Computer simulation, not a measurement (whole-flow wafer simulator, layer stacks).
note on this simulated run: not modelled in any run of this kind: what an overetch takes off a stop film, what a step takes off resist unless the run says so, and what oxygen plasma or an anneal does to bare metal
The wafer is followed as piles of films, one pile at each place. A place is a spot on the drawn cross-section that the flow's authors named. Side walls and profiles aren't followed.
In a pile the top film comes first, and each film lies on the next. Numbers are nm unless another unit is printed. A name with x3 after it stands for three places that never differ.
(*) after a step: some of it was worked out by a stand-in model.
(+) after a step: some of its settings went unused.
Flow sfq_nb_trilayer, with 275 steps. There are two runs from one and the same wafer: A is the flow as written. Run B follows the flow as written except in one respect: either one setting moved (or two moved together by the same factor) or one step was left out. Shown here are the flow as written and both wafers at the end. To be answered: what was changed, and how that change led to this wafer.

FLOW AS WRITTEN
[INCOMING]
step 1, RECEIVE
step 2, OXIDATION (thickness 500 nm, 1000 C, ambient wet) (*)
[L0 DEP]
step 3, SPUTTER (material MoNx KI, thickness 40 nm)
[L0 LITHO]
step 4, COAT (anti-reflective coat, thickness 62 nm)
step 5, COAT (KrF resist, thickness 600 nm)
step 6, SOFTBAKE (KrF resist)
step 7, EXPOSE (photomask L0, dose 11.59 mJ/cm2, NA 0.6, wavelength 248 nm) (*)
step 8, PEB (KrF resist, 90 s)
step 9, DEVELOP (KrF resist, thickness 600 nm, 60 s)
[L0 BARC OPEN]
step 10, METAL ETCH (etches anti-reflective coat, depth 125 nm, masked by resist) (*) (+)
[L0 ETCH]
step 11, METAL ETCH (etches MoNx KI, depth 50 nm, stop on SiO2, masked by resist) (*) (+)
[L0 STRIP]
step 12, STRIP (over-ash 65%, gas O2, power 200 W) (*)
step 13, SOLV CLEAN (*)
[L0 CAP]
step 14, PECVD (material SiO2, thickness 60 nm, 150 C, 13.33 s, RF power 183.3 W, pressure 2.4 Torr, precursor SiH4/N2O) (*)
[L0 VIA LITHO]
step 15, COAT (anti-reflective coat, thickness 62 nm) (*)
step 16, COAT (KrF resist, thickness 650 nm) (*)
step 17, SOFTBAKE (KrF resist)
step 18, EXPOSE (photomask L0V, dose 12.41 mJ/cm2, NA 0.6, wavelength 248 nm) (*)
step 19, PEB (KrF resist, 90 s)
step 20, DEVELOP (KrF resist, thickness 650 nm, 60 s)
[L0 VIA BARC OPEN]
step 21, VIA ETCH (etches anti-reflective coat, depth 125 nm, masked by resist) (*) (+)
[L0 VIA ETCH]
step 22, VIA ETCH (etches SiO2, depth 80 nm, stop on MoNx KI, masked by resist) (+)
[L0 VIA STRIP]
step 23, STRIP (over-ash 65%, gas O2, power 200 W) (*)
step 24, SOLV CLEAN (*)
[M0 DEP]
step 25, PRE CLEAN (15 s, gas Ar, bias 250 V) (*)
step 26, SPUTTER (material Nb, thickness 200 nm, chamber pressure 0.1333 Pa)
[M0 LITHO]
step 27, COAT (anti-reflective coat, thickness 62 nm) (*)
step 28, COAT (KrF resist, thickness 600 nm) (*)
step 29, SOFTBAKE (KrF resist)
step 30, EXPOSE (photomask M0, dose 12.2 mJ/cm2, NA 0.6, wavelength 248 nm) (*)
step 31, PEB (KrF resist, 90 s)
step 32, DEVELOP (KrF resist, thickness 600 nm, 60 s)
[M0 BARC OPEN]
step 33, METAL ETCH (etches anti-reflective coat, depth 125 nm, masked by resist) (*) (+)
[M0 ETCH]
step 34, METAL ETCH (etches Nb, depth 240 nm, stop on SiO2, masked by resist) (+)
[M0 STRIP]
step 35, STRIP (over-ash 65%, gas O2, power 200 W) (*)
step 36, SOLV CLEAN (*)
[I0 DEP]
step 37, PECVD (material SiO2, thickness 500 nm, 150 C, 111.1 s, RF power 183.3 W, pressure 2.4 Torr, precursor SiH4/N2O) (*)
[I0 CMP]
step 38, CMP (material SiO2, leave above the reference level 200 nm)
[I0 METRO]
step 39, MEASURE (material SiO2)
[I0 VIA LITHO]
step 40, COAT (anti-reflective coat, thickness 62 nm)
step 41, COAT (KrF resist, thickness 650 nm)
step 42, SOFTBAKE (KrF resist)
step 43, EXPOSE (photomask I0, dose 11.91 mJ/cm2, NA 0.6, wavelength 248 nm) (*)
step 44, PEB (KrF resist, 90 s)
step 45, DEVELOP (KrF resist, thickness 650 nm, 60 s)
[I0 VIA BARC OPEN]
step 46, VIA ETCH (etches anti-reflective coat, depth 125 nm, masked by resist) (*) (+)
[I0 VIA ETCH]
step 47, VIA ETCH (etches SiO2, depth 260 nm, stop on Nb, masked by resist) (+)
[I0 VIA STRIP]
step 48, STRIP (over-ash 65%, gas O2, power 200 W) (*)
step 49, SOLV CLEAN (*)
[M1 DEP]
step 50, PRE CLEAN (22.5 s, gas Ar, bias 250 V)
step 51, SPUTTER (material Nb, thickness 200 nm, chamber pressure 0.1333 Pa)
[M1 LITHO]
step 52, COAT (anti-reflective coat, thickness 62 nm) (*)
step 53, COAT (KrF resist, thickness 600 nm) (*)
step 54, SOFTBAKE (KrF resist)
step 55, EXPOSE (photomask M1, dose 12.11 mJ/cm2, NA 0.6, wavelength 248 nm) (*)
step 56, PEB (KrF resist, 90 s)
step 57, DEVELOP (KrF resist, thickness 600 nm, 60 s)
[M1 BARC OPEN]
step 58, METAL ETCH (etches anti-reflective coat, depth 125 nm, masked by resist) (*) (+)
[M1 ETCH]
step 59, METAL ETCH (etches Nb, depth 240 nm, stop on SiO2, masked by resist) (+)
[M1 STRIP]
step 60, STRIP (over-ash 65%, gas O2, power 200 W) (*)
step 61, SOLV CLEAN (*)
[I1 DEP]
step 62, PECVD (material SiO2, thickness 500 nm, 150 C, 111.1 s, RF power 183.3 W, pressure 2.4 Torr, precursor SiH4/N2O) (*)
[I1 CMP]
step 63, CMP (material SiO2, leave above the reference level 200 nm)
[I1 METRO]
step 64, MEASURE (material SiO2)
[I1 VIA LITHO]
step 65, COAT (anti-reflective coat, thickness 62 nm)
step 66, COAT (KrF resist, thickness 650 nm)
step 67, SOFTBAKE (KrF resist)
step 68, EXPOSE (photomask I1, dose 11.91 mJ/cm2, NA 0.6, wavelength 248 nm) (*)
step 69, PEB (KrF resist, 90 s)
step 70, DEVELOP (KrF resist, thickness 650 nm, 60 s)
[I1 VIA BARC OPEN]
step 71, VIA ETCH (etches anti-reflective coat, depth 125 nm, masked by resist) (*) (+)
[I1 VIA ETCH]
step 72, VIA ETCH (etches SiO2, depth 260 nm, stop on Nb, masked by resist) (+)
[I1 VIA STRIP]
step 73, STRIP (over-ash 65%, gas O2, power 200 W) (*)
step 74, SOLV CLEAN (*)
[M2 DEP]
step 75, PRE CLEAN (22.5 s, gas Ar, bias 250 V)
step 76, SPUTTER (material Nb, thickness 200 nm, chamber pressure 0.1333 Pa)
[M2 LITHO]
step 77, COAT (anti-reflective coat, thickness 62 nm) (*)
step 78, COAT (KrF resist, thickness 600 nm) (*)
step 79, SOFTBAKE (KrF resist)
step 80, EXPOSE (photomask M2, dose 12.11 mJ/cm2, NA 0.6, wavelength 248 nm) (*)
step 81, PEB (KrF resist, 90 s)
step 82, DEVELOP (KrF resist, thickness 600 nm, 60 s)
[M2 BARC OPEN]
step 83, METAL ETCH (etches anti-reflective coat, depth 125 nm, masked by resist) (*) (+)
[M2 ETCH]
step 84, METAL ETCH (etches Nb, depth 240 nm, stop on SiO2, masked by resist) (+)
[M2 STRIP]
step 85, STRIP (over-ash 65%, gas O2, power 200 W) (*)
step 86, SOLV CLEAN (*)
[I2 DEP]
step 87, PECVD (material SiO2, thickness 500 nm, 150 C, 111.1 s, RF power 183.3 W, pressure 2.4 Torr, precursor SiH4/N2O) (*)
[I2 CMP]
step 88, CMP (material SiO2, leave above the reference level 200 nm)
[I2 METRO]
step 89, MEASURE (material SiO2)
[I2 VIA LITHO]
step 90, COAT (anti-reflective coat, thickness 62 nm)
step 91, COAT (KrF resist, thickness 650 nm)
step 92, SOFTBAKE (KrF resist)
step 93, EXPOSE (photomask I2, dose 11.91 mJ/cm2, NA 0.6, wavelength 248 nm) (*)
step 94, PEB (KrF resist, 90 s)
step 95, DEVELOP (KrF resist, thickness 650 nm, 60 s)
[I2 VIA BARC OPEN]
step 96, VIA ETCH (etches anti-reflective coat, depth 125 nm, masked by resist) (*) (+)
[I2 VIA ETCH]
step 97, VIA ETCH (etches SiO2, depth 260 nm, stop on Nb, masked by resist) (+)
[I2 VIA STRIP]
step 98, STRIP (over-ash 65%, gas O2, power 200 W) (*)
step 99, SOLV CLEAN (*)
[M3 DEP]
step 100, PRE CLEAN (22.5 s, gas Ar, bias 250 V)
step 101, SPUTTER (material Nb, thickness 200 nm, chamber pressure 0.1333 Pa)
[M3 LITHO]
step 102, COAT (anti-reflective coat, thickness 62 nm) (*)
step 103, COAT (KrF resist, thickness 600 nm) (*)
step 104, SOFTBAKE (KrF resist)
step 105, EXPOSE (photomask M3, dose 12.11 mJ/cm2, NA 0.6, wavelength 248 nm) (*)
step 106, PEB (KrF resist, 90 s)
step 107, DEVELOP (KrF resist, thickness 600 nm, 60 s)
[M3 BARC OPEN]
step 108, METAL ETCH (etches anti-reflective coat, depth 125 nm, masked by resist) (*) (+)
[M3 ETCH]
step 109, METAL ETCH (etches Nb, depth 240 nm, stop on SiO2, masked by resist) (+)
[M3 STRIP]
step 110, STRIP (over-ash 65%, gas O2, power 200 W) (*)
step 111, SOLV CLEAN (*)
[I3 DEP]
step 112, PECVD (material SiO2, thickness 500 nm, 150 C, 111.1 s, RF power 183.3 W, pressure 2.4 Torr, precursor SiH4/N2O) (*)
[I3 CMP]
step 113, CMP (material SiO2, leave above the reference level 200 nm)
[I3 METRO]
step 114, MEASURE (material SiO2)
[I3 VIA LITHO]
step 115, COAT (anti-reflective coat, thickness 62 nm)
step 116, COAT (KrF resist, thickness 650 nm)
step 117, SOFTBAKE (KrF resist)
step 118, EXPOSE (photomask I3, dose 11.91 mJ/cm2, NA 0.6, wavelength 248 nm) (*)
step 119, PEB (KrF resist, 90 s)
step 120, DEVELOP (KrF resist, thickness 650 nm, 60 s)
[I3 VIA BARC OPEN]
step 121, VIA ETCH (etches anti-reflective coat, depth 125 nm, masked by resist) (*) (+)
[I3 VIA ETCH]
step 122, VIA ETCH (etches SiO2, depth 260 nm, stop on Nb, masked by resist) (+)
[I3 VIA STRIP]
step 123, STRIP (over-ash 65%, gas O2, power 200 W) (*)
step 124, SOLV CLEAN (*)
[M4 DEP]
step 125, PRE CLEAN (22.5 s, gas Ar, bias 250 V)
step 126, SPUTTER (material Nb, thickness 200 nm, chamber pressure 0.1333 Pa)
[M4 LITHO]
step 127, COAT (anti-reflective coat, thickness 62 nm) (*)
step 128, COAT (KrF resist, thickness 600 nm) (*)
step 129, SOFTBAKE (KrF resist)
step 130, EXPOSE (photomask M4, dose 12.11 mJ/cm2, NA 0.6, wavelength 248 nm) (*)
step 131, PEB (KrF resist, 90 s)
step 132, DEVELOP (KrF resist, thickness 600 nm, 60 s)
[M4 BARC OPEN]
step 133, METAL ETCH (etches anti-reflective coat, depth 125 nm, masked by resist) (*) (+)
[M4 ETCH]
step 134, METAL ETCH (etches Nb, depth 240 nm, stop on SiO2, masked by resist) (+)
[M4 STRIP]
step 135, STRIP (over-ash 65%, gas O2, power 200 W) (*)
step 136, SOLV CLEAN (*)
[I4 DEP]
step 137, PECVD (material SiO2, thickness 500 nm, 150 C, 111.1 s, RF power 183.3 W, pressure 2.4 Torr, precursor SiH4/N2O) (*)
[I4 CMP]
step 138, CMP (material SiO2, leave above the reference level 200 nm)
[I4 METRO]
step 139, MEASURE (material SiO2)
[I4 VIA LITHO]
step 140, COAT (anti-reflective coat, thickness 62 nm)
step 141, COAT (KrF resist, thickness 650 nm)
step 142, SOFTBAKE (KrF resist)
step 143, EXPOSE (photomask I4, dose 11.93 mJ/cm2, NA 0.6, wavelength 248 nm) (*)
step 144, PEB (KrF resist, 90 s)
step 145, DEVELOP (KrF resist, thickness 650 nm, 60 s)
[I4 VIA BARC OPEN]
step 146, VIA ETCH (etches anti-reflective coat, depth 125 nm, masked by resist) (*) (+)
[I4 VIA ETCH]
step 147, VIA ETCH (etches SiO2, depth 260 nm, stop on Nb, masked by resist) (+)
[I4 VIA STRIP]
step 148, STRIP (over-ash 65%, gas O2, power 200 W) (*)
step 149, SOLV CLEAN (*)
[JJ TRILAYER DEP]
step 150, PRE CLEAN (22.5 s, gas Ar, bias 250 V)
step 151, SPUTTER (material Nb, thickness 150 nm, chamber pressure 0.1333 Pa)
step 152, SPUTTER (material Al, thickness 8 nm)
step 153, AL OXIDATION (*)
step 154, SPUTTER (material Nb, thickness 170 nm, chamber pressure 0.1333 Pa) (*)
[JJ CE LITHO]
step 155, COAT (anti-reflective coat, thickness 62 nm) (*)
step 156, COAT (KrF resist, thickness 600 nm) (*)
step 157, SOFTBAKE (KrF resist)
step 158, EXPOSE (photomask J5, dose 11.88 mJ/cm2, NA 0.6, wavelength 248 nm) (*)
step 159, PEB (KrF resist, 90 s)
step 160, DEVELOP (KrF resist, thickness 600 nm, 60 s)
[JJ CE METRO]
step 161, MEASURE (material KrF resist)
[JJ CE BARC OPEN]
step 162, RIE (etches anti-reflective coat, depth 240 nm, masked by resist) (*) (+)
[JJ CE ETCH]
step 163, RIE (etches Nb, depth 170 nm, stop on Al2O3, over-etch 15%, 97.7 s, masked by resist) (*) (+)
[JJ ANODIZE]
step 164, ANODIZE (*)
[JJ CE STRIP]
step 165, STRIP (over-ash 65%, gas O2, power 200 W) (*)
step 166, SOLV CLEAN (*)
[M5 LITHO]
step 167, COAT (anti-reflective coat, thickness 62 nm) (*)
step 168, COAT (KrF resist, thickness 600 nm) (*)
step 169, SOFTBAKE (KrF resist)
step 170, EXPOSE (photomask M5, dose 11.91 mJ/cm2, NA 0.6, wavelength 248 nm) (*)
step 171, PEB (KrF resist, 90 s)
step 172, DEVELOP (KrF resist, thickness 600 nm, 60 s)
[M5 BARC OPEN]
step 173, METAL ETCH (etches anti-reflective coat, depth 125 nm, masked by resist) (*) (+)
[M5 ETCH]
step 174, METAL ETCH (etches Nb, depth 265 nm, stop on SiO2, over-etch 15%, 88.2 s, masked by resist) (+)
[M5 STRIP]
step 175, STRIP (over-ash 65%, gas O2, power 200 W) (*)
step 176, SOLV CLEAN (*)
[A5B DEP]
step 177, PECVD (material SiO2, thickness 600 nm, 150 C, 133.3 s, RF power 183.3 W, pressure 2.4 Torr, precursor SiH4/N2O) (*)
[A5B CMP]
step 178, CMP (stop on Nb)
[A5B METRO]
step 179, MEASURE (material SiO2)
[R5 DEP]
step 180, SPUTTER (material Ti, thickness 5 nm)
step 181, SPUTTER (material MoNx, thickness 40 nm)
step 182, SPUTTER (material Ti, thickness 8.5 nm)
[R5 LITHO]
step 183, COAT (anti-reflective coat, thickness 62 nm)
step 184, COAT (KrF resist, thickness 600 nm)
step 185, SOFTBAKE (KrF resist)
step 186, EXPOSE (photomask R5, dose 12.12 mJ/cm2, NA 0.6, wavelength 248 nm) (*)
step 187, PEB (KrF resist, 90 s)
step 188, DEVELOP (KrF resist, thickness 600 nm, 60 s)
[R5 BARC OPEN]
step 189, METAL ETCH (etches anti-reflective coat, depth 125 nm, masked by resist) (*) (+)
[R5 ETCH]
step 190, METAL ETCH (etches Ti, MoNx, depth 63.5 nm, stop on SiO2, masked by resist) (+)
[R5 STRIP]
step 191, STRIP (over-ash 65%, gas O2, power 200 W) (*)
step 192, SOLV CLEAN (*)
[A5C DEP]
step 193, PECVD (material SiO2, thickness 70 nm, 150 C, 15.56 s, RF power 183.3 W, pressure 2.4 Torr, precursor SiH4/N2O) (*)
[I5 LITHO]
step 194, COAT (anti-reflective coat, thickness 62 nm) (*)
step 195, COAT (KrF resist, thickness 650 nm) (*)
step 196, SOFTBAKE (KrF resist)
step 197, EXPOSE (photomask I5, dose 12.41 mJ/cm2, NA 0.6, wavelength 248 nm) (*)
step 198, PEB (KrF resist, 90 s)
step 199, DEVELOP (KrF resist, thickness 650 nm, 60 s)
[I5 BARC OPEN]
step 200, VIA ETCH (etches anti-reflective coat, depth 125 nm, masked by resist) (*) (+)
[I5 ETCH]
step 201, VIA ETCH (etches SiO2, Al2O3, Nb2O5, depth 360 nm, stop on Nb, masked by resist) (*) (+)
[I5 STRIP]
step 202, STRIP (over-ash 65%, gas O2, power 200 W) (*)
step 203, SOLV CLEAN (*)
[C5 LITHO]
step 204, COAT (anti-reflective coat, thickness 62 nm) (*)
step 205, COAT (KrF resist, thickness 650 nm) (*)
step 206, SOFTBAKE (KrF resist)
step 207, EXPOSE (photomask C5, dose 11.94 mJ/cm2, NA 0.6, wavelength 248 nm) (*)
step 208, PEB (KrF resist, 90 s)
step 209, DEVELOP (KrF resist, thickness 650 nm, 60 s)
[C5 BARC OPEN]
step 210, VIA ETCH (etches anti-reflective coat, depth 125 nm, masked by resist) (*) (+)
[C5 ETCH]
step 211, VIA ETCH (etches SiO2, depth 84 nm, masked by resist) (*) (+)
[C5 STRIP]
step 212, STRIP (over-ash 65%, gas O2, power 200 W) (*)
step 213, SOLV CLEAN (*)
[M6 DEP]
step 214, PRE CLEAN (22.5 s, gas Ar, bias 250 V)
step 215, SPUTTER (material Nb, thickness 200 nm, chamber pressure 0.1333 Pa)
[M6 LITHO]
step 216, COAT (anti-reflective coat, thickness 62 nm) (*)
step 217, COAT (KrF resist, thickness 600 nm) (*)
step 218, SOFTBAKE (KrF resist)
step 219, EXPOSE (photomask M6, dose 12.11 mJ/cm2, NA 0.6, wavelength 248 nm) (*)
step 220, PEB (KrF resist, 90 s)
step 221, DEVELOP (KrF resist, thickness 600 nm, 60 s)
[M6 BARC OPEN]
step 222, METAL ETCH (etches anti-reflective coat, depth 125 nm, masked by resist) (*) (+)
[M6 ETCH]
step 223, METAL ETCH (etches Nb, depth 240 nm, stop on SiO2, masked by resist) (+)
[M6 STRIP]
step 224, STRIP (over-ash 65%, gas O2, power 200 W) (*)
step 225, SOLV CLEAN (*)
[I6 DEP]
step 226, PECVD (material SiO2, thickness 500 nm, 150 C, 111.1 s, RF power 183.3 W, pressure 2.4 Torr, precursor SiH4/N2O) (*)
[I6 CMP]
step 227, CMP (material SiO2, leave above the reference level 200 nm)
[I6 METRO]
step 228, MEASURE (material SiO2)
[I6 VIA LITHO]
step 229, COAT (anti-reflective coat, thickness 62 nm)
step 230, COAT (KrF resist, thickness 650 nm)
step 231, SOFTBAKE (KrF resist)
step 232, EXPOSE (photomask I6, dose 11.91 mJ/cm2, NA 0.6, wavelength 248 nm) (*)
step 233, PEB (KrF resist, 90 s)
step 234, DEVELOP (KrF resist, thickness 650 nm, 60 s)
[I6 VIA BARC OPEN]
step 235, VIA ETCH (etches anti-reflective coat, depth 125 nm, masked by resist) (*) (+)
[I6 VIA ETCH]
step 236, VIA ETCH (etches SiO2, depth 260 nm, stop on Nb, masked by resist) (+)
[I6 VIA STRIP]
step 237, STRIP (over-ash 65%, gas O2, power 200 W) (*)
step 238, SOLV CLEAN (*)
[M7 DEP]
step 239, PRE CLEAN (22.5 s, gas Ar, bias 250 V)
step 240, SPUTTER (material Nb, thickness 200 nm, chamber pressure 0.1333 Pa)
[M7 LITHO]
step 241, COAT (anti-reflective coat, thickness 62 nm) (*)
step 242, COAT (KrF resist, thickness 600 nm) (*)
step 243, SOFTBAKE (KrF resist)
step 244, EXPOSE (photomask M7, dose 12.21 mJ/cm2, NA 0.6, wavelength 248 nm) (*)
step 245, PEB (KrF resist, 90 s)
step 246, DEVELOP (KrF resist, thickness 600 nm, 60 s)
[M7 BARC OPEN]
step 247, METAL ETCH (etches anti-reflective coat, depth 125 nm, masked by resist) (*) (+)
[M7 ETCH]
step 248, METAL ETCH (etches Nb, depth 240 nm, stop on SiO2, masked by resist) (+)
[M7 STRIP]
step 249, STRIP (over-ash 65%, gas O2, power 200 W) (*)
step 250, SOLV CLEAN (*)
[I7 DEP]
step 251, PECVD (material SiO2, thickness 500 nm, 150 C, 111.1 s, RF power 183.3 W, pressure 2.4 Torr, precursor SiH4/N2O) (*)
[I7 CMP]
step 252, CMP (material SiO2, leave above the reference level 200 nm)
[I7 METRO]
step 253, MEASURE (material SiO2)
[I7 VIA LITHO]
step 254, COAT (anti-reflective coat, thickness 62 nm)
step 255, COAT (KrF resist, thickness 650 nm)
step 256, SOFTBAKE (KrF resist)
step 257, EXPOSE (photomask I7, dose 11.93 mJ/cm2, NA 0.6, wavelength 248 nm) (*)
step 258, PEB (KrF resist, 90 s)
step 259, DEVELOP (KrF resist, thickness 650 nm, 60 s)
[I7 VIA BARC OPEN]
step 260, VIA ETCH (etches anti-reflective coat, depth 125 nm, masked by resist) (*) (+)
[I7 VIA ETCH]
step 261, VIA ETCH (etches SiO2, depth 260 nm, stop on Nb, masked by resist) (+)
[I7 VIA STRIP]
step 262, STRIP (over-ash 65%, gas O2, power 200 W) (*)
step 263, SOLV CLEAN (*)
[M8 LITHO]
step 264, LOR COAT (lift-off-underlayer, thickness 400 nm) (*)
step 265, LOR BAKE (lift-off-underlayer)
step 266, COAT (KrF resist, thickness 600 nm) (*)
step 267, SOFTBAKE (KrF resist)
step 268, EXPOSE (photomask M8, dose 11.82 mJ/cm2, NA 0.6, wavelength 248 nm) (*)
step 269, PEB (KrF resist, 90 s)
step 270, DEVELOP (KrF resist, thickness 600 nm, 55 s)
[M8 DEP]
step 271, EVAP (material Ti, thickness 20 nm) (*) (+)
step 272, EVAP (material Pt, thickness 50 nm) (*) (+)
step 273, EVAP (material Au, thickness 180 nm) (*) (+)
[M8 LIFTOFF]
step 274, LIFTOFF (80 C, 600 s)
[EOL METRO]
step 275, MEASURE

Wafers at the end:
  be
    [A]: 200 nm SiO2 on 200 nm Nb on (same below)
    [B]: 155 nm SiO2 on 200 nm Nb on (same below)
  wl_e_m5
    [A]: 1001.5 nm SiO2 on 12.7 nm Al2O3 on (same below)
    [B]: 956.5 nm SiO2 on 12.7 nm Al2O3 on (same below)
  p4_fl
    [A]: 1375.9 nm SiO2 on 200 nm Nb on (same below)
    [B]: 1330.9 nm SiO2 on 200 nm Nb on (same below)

The reason: step 252, CMP: leave above the reference level 155 nm was run, while the flow as written has leave above the reference level 200 nm.
The wafer lets one read it off: be has SiO2 155, and step 252 as written asks for 200 nm.

Step by step, how the change led to this:
  step 252, CMP (material SiO2, leave above the reference level 200 nm)
      field_l, p4_fl, p4_fm and 56 more: A -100 SiO2 | B -145 SiO2
      v_sur, via_wl, via_w and 37 more: A -300 SiO2 | B -345 SiO2
      (also at 7 further places)
  step 261, VIA ETCH (etches SiO2, depth 260 nm, stop on Nb, masked by resist) (+)
      field_l, v_sur, via_sp and 100 more: A -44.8 KrF resist | B -40 KrF resist
      via_wl, via_w, via_wr: A -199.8 SiO2 (all of it) | B -154.8 SiO2 (all of it)
  step 264, LOR COAT (lift-off-underlayer, thickness 400 nm) (*)
      via_wl, via_wr: A +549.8 lift-off-underlayer (new film) | B +516.1 lift-off-underlayer (new film)
      via_w: A +536.4 lift-off-underlayer (new film) | B +505.7 lift-off-underlayer (new film)
  step 270, DEVELOP (KrF resist, thickness 600 nm, 55 s)
      via_wl: A -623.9 KrF resist (all of it), -549.8 lift-off-underlayer (all of it) | B -618.2 KrF resist (all of it), -516.1 lift-off-underlayer (all of it)
      via_w: A -635.4 KrF resist (all of it), -536.4 lift-off-underlayer (all of it) | B -627.2 KrF resist (all of it), -505.7 lift-off-underlayer (all of it)
      (also at 1 further place)
